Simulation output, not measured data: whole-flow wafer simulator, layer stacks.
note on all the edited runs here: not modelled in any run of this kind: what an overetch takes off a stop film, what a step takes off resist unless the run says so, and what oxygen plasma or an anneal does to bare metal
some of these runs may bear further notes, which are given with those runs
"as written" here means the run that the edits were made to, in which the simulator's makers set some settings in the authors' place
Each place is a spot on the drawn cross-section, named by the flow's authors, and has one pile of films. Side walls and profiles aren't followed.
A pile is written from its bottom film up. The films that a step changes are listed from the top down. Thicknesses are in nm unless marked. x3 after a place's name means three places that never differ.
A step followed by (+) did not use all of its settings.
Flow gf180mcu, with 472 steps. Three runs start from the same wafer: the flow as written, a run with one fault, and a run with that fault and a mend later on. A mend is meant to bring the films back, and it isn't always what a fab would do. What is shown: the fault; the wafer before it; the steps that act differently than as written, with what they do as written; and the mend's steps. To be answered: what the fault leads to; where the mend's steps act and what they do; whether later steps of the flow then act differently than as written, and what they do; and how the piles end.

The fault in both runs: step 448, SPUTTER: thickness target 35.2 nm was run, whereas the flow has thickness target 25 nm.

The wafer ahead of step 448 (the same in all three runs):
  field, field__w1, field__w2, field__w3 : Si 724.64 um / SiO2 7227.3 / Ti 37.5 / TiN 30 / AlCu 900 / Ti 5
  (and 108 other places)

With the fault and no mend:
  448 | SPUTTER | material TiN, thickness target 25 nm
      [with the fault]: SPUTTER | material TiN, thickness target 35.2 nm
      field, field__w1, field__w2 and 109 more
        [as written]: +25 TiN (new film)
        [with the fault]: +35.2 TiN (new film)
  Steps later in the flow that act otherwise than as written (not shown: 4 more steps that differ only slightly, by at most 2% or 0.5 nm, whichever is larger):
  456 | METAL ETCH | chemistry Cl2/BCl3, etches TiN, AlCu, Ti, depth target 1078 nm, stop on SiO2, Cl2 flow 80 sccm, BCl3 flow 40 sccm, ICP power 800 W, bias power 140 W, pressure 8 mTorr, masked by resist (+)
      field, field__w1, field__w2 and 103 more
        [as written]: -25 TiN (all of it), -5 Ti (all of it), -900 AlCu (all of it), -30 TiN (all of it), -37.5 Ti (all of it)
        [with the fault]: -35.2 TiN (all of it), -5 Ti (all of it), -900 AlCu (all of it), -30 TiN (all of it), -37.5 Ti (all of it)
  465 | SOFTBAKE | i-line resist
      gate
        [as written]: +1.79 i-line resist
        [with the fault]: -0.28 i-line resist
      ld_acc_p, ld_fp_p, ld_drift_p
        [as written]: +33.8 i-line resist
        [with the fault]: +27.3 i-line resist
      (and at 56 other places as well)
  By the end, the piles at field__w8, contact, m1, m1__w1, pad, m1_nw depart from the flow's by more than 2% or 0.5 nm, whichever is larger.
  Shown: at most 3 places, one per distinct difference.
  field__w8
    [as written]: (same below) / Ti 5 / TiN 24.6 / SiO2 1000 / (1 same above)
    [with the fault]: (same below) / Ti 5 / TiN 34.8 / SiO2 1000 / (1 same above)
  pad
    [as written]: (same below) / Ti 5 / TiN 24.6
    [with the fault]: (same below) / Ti 5 / TiN 34.8

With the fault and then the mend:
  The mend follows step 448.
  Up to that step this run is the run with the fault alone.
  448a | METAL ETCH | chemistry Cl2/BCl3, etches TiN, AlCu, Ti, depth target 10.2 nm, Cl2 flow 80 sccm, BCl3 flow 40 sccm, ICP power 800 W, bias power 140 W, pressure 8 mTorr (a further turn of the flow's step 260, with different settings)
      field, field__w1, field__w2 and 109 more
        -10.2 TiN
  Later steps of the flow that are run all act as written at every place that is followed.
  At every place that both follow, the piles at the end match the flow's.
